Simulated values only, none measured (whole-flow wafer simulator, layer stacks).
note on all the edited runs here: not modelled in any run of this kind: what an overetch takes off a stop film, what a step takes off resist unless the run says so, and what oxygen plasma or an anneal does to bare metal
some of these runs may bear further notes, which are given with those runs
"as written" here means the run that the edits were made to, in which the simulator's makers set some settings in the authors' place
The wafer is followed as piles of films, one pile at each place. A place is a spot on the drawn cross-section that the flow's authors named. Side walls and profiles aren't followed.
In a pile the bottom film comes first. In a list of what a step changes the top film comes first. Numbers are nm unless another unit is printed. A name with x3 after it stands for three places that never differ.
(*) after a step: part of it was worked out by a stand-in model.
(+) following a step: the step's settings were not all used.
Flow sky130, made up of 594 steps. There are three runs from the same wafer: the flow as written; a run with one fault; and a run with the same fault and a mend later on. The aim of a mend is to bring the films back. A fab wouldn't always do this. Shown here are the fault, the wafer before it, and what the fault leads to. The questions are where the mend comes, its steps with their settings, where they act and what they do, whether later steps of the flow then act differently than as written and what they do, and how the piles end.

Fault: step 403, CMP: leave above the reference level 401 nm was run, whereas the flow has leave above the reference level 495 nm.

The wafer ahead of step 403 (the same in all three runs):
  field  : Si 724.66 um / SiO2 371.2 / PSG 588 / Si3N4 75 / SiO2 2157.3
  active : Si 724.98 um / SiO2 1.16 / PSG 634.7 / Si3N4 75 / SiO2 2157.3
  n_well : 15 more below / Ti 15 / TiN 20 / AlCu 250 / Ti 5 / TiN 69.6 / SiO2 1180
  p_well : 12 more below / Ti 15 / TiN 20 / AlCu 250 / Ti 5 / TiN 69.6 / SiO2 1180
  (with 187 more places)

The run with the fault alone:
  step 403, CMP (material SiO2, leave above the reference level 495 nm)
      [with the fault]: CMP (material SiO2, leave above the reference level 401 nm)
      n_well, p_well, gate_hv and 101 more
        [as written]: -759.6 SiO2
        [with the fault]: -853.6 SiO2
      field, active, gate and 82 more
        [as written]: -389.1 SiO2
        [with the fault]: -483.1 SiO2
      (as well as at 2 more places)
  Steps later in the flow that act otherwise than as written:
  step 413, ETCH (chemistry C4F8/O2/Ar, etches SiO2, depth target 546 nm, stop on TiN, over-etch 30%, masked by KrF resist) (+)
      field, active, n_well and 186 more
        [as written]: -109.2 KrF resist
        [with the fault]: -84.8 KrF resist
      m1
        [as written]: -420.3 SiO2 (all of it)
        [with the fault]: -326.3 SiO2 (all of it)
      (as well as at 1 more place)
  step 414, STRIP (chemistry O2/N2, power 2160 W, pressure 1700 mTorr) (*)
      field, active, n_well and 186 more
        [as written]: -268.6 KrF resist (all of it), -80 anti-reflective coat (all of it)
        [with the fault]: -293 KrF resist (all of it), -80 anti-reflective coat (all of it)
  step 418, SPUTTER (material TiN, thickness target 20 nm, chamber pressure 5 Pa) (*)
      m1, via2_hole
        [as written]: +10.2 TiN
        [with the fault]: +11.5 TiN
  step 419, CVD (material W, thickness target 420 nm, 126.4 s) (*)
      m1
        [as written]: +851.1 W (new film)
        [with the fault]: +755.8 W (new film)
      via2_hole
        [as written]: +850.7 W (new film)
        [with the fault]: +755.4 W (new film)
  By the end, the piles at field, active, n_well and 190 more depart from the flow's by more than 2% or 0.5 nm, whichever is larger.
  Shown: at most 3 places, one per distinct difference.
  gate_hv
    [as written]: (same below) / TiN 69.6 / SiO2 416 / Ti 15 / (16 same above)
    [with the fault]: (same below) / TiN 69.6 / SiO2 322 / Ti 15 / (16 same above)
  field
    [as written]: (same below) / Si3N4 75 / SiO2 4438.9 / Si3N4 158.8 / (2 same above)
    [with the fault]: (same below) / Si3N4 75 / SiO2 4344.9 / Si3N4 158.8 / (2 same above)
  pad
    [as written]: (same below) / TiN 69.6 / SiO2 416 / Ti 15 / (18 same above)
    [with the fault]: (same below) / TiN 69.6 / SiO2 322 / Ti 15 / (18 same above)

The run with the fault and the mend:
  The mend follows step 403.
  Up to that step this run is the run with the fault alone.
  step 403a, HDPCVD (thickness target 94 nm) (*) (a further turn of the flow's step 402, with different settings)
      field, active, n_well and 188 more
        +94 SiO2
  Every later step of the flow that is run acts as written, at every place that is followed, to within 2% or 0.5 nm, whichever is larger.
  The piles end the same as the flow's at every place that both follow.
